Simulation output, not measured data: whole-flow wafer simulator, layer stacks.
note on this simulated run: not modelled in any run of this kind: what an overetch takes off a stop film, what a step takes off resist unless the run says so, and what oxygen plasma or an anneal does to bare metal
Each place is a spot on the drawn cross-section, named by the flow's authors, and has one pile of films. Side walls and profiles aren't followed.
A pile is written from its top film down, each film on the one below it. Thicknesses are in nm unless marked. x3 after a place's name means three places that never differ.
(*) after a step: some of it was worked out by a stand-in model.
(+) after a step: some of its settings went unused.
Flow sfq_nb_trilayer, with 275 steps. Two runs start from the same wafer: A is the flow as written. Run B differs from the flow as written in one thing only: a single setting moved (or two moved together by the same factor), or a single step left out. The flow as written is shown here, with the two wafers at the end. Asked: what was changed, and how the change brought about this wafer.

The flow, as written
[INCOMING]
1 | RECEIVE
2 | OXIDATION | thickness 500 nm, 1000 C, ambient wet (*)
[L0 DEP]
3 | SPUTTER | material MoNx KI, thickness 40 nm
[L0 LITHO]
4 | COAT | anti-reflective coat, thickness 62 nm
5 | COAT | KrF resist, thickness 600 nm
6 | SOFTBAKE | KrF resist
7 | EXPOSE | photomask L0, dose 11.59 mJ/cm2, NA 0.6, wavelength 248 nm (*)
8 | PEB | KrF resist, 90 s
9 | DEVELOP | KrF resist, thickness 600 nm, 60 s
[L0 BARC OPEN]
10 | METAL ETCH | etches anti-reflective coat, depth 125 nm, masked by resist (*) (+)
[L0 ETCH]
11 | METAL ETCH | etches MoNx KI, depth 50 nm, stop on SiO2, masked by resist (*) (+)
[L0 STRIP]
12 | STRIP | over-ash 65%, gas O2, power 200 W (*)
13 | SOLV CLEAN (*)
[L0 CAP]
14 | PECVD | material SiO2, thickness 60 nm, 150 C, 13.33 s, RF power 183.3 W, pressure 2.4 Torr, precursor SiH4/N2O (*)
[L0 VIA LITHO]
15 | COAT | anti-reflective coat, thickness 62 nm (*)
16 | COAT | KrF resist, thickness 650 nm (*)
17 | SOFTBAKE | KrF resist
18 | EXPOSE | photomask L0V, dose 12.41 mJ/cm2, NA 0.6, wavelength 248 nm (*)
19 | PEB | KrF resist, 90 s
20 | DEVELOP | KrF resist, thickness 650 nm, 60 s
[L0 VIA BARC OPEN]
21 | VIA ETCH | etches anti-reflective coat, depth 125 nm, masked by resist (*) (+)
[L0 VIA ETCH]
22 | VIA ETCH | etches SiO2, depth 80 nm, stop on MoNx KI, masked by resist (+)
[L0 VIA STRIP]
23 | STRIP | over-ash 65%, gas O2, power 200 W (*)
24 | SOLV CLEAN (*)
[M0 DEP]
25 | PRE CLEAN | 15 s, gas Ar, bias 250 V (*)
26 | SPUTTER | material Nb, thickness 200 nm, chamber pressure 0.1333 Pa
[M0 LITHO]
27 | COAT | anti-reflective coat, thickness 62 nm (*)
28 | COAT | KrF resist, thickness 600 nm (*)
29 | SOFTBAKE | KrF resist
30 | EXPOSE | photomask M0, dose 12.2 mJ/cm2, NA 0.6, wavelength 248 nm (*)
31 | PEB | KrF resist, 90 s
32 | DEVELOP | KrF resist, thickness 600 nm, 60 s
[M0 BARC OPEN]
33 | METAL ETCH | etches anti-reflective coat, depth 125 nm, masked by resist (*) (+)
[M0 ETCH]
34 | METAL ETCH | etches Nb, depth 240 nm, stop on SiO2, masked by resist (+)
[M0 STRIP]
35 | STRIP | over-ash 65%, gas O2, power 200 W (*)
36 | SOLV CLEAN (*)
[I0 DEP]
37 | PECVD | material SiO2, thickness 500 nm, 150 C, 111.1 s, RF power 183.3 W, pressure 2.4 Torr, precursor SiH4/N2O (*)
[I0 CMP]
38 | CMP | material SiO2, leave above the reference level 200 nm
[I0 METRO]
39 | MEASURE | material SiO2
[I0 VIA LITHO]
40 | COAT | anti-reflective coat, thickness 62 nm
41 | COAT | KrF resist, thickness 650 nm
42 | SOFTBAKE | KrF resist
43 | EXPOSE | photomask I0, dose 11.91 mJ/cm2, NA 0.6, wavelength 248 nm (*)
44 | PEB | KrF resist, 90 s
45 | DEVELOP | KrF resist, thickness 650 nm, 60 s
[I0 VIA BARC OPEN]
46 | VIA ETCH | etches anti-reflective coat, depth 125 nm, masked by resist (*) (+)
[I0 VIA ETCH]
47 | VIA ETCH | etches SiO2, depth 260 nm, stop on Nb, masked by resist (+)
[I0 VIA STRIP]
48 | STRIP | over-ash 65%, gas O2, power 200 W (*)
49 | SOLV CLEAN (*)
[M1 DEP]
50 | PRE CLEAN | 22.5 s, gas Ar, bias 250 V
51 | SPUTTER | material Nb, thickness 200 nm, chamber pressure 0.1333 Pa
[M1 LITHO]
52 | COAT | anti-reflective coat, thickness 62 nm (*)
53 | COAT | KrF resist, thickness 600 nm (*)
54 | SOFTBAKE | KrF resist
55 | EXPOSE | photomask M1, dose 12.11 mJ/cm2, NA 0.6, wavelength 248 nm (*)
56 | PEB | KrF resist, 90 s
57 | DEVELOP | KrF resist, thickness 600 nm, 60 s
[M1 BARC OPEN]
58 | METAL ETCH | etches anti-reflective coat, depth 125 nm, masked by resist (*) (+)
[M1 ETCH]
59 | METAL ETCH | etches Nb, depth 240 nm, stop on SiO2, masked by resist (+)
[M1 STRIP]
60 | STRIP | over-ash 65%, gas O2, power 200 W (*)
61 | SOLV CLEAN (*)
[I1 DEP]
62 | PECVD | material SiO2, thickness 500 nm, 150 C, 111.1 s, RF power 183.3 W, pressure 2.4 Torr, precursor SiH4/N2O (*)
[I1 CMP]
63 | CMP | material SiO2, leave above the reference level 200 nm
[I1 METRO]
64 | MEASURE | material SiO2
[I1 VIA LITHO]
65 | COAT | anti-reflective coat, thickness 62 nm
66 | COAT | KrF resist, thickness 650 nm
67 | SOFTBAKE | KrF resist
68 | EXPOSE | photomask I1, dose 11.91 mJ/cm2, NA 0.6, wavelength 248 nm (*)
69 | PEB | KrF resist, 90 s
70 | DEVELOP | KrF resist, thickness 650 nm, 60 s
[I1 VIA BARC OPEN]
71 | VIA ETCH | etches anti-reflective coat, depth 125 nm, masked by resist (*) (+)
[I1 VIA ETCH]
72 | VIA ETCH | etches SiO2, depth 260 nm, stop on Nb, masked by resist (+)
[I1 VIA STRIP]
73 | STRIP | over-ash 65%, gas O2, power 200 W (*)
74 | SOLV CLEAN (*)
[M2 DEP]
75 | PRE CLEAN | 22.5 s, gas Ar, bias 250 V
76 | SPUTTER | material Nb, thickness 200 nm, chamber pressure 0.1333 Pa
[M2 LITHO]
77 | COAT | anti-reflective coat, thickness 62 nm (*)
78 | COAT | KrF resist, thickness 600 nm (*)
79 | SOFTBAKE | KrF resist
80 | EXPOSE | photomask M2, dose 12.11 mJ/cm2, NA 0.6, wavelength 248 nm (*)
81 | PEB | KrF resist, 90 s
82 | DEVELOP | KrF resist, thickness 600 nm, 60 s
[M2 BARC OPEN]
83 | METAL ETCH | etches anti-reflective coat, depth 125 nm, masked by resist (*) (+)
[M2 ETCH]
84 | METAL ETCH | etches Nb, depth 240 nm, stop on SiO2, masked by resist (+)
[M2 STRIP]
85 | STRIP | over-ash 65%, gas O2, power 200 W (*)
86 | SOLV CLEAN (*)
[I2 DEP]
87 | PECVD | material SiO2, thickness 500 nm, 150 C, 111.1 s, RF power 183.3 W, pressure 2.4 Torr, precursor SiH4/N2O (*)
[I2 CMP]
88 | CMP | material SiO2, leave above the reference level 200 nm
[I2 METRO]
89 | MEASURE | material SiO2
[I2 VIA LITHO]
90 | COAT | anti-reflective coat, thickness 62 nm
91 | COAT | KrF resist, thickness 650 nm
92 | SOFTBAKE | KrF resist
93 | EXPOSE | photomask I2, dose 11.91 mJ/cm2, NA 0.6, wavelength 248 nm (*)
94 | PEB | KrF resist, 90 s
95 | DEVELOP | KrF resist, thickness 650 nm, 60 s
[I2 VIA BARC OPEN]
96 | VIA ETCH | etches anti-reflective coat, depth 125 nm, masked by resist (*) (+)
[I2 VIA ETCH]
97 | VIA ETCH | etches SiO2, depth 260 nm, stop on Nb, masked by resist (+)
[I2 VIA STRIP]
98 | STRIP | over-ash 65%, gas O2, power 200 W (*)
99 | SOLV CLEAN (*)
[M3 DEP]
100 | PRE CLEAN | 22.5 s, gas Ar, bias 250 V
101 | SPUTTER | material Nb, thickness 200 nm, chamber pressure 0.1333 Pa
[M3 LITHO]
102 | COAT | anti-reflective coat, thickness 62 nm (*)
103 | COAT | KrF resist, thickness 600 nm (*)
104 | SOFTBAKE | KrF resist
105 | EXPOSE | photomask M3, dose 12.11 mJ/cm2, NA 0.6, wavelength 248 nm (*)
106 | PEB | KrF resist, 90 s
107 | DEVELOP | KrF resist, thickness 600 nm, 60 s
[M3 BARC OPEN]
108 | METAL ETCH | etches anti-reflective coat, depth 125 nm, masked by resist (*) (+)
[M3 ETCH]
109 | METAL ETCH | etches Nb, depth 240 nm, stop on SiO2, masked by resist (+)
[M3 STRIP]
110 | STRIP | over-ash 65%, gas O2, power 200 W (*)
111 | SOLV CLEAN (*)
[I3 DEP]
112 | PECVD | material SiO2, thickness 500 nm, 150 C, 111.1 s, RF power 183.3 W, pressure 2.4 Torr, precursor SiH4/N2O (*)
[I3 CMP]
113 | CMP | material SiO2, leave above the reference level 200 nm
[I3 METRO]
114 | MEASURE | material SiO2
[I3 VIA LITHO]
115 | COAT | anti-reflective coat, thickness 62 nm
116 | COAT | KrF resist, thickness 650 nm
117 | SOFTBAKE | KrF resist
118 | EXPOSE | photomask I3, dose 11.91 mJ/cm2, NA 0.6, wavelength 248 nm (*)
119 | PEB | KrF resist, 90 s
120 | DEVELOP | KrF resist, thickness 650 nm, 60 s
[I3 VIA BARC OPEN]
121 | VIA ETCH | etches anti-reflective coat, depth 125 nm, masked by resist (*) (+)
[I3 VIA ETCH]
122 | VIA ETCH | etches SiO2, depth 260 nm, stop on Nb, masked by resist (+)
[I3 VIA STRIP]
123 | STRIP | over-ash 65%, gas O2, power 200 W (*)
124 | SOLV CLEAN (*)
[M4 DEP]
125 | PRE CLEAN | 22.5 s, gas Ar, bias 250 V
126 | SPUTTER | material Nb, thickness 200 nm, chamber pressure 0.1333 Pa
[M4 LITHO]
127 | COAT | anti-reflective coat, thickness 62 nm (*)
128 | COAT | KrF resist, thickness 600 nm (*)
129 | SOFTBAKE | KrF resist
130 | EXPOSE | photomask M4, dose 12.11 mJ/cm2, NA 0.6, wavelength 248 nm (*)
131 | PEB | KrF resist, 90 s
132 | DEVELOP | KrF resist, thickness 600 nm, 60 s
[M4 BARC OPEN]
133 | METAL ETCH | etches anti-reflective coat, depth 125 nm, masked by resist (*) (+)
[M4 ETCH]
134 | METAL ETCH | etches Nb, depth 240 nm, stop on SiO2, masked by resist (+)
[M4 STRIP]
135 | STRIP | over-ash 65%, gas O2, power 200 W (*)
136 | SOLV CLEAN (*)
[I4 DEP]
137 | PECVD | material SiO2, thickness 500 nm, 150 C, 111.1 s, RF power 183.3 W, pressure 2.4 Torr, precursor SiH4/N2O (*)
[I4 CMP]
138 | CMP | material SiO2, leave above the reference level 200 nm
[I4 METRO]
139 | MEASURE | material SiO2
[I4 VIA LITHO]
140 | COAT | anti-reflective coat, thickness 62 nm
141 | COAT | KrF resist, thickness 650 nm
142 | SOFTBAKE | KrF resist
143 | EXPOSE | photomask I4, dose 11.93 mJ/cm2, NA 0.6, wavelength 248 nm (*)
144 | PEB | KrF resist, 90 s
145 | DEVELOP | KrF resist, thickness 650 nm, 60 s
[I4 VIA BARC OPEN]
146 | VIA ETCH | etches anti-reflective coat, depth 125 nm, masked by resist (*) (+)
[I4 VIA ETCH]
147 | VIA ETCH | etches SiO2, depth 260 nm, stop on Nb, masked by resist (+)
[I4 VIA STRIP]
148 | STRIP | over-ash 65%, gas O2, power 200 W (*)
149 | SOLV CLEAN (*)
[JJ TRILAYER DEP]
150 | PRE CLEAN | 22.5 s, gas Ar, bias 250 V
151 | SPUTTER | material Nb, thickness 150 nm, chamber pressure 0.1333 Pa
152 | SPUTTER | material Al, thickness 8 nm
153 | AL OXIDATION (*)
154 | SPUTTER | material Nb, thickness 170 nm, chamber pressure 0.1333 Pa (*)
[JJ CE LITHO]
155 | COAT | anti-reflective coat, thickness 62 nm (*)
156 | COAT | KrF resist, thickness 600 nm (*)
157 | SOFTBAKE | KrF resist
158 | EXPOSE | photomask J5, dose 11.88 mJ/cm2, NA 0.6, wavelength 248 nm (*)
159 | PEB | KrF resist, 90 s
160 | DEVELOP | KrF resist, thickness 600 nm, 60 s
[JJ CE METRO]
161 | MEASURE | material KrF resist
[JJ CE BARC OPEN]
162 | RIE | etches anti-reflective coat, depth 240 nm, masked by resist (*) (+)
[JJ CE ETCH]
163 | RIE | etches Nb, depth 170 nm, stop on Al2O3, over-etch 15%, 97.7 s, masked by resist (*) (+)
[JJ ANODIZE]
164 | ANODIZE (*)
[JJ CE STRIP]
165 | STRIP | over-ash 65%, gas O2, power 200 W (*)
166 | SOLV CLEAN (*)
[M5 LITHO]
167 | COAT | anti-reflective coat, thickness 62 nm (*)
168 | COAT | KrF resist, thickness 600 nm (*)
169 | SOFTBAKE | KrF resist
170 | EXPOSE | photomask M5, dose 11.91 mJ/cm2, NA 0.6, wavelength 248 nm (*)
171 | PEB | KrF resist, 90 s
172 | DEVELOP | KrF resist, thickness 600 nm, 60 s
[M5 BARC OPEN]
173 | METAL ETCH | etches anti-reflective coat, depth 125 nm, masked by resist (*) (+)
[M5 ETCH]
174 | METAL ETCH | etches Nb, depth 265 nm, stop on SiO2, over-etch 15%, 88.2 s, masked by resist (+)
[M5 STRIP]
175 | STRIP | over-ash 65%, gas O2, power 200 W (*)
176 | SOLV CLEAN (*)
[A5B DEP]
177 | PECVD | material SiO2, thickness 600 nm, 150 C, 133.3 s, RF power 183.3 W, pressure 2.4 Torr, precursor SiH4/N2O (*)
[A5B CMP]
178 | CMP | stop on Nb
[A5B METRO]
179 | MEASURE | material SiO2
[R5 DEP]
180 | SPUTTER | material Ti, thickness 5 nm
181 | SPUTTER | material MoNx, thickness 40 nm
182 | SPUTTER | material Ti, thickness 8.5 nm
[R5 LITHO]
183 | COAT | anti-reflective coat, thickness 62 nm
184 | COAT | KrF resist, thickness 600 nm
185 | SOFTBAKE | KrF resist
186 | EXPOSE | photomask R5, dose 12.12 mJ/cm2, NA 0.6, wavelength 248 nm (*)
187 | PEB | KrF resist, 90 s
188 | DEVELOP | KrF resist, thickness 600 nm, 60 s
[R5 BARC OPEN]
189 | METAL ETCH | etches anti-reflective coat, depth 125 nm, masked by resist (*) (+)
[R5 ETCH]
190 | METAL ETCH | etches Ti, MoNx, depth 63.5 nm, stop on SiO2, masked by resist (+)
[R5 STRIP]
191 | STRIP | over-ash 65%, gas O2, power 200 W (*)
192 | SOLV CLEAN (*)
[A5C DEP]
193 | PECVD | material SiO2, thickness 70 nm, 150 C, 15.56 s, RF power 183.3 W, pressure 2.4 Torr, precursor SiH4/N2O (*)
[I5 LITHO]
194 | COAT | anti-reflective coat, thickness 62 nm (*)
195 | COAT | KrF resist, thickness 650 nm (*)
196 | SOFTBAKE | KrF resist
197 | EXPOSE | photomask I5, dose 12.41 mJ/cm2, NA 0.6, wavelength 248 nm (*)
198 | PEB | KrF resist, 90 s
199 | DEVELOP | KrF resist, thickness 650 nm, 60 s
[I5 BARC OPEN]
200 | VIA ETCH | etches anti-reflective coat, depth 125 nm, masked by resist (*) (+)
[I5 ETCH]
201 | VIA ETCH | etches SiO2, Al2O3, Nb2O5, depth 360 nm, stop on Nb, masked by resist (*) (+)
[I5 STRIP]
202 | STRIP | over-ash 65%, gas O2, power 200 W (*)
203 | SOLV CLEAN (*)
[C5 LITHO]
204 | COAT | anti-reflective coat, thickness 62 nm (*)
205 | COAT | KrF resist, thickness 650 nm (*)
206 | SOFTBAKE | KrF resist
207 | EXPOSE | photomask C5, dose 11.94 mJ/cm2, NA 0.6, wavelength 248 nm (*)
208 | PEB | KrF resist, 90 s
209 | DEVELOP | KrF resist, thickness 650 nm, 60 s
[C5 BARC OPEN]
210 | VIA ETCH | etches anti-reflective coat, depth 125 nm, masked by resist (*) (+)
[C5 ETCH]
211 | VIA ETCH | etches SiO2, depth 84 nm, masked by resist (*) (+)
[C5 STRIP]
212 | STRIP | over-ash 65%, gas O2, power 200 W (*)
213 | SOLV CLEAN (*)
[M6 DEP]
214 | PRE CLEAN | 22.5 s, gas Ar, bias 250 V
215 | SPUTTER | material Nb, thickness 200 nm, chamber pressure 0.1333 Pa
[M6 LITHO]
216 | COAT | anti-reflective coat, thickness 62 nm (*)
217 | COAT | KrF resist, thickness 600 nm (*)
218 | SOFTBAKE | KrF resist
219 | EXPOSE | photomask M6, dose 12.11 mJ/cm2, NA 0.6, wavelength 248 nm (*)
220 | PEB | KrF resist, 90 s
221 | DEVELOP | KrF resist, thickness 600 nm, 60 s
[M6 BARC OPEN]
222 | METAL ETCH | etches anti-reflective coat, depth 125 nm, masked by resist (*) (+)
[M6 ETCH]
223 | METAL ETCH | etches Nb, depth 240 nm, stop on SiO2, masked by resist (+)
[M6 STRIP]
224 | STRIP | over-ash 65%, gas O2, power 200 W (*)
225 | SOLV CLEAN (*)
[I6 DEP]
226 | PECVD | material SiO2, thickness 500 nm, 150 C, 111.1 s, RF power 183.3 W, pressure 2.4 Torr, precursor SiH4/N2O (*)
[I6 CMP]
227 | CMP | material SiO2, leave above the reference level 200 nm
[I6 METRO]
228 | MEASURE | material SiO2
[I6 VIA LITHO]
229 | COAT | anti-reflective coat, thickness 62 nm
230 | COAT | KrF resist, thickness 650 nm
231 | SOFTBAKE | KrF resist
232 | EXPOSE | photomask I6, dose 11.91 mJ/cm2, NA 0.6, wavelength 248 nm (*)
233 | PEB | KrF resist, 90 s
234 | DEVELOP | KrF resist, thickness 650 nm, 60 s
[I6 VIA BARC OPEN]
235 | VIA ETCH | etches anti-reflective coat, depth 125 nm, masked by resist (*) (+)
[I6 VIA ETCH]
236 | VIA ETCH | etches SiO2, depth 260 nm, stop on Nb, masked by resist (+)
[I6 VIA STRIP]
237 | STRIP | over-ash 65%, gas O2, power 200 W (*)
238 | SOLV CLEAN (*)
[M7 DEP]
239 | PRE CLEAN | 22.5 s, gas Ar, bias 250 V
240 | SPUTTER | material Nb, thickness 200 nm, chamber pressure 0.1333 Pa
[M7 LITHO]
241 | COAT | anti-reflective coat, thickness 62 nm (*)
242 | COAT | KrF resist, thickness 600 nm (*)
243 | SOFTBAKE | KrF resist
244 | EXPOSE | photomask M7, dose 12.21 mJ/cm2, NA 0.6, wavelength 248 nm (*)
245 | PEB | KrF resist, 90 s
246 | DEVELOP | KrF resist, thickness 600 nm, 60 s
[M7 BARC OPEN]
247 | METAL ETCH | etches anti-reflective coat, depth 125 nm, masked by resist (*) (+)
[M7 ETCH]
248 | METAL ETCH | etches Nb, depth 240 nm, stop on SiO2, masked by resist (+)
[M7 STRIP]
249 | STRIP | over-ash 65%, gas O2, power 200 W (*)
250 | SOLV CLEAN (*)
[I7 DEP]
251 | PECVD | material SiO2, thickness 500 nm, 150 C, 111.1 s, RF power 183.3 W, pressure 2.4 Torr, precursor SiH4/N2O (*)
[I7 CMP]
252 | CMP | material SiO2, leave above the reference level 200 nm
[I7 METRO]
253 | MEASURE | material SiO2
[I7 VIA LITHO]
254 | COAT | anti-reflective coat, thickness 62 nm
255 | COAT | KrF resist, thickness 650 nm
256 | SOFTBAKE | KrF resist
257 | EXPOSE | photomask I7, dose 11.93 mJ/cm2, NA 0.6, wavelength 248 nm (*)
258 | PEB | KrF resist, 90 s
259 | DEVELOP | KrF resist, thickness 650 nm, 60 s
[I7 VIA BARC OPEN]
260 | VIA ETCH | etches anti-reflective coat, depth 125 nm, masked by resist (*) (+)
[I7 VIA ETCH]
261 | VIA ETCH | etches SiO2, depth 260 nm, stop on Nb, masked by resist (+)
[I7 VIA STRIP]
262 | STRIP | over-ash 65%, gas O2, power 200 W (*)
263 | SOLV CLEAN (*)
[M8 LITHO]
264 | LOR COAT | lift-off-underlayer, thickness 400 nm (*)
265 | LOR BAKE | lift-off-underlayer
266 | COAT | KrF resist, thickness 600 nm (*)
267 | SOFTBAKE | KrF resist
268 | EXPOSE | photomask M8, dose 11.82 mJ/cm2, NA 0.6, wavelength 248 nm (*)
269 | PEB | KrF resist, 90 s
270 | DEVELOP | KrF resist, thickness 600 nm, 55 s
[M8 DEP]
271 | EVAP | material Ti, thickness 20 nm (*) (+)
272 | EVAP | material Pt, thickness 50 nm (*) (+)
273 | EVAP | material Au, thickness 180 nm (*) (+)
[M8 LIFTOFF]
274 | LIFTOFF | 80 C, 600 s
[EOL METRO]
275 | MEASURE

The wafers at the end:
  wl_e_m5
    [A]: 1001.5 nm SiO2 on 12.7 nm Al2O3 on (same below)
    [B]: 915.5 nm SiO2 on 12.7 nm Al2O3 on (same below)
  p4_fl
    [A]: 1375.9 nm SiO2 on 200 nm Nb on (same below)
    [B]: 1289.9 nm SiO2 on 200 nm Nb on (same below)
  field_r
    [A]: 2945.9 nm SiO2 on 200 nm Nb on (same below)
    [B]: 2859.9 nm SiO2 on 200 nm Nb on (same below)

Cause: step 227, CMP: leave above the reference level 114 nm was run, while the flow as written has leave above the reference level 200 nm.

Step by step, how the change led to this:
  227 | CMP | material SiO2, leave above the reference level 200 nm
      field_l, p4_fl, p4_fm and 59 more: A SiO2 loses 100 | B SiO2 loses 186
      v_sur, via_wl, via_w and 15 more: A SiO2 loses 300 | B SiO2 loses 386
      (and at 26 other places as well)
  236 | VIA ETCH | etches SiO2, depth 260 nm, stop on Nb, masked by resist (+)
      field_l, v_sur, via_wl and 102 more: A KrF resist loses 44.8 | B KrF resist loses 29.4
      via_v: A SiO2 loses 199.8 (all of it) | B SiO2 loses 113.8 (all of it)
  237 | STRIP | over-ash 65%, gas O2, power 200 W (*)
      field_l, v_sur, via_wl and 102 more: A KrF resist loses 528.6 (all of it), anti-reflective coat loses 62 (all of it) | B KrF resist loses 544 (all of it), anti-reflective coat loses 62 (all of it)
  240 | SPUTTER | material Nb, thickness 200 nm, chamber pressure 0.1333 Pa
      via_v: A Nb gains 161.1 | B Nb gains 182.2
  241 | COAT | anti-reflective coat, thickness 62 nm (*)
      via_sp: A anti-reflective coat gains 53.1 (new film) | B anti-reflective coat gains 54.8 (new film)
      via_v: A anti-reflective coat gains 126 (new film) | B anti-reflective coat gains 105.9 (new film)
      (and at 1 other place as well)
  242 | COAT | KrF resist, thickness 600 nm (*)
      via_v: A KrF resist gains 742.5 (new film) | B KrF resist gains 670 (new film)
  249 | STRIP | over-ash 65%, gas O2, power 200 W (*)
      via_sp: A KrF resist loses 373.6 (all of it), anti-reflective coat loses 53.1 (all of it) | B KrF resist loses 379.6 (all of it), anti-reflective coat loses 54.8 (all of it)
      via_v: A KrF resist loses 524.5 (all of it), anti-reflective coat loses 126 (all of it) | B KrF resist loses 452.2 (all of it), anti-reflective coat loses 105.9 (all of it)
      (and at 1 other place as well)
  251 | PECVD | material SiO2, thickness 500 nm, 150 C, 111.1 s, RF power 183.3 W, pressure 2.4 Torr, precursor SiH4/N2O (*)
      via_v: A SiO2 gains 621 (new film) | B SiO2 gains 500 (new film)
  252 | CMP | material SiO2, leave above the reference level 200 nm
      via_v: A SiO2 loses 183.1 | B SiO2 loses 169.3
